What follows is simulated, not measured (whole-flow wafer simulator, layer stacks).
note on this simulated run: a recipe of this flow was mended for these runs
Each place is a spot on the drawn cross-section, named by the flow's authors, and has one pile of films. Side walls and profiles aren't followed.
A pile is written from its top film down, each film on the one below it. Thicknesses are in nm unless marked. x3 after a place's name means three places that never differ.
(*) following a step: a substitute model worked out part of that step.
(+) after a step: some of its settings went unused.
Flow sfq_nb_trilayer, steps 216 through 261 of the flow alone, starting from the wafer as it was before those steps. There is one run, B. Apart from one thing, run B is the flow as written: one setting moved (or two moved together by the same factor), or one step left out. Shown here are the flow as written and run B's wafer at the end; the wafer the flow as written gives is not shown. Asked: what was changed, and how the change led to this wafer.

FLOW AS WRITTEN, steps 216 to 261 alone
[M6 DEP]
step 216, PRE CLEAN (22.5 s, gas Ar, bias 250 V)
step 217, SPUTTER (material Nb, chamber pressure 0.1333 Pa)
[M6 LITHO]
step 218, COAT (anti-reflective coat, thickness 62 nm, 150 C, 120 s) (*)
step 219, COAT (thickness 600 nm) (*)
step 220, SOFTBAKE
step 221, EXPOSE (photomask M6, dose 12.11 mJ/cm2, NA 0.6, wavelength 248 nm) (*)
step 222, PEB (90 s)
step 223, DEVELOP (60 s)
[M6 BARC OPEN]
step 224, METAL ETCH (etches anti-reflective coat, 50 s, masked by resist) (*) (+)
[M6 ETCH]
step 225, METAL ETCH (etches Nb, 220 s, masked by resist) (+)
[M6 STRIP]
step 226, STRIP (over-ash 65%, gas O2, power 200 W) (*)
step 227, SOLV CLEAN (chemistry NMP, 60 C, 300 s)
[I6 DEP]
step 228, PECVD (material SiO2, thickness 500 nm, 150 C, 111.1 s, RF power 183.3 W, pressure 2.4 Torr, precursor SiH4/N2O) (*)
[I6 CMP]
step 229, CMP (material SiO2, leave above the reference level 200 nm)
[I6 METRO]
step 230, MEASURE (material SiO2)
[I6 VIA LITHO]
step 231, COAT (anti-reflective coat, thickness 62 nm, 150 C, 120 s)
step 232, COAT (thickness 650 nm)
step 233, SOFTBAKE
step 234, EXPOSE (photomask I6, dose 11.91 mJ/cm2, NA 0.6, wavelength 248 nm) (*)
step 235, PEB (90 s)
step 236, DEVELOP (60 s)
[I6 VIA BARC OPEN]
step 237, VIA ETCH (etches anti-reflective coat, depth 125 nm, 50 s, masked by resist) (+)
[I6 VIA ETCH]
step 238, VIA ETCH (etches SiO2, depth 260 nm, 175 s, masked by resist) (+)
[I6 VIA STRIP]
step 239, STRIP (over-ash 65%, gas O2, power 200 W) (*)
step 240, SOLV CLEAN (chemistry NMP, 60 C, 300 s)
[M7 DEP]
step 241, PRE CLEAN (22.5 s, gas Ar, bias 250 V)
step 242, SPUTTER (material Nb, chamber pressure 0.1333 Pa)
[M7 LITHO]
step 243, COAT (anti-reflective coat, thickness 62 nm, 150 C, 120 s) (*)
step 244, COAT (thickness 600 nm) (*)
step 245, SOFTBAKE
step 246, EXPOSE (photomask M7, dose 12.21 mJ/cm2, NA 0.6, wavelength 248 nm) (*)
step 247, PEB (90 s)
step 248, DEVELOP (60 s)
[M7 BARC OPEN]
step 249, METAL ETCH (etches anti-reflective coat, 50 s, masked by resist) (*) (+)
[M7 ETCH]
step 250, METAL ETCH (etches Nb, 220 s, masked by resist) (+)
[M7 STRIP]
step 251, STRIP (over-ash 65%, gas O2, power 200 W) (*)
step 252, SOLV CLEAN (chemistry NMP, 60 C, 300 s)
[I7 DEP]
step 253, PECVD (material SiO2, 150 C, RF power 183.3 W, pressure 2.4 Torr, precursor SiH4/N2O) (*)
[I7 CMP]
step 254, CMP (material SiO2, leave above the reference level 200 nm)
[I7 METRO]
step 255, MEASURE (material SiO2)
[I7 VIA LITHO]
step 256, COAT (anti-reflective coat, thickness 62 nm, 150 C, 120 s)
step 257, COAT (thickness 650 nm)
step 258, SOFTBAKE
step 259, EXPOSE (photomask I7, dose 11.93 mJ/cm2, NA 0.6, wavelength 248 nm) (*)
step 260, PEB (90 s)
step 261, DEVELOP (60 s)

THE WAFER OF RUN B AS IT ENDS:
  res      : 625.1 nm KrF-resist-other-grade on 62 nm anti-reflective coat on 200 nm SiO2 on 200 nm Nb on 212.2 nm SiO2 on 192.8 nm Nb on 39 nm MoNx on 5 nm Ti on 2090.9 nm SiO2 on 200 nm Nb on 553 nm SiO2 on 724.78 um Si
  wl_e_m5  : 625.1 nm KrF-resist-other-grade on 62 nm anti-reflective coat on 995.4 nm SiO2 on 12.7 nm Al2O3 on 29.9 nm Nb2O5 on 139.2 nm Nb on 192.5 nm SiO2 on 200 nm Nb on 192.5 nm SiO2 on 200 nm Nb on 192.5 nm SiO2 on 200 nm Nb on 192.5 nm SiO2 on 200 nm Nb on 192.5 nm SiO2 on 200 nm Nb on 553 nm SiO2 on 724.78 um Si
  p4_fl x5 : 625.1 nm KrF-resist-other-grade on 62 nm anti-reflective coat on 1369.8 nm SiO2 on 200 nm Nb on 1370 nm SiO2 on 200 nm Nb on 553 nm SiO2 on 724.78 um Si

The reason: step 216, PRE CLEAN: 35.7 s was run, whereas the flow has 22.5 s.

The path from the change to this, step by step:
  step 216, PRE CLEAN (22.5 s, gas Ar, bias 250 V)
      res: Ti loses 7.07 (all of it), MoNx loses 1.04 (it would be, as written: Ti loses 4.53)
      field_l, v_sur, via_wl and 100 more: SiO2 loses 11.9 (it would be, as written: SiO2 loses 7.5)
      (also at 2 further places)
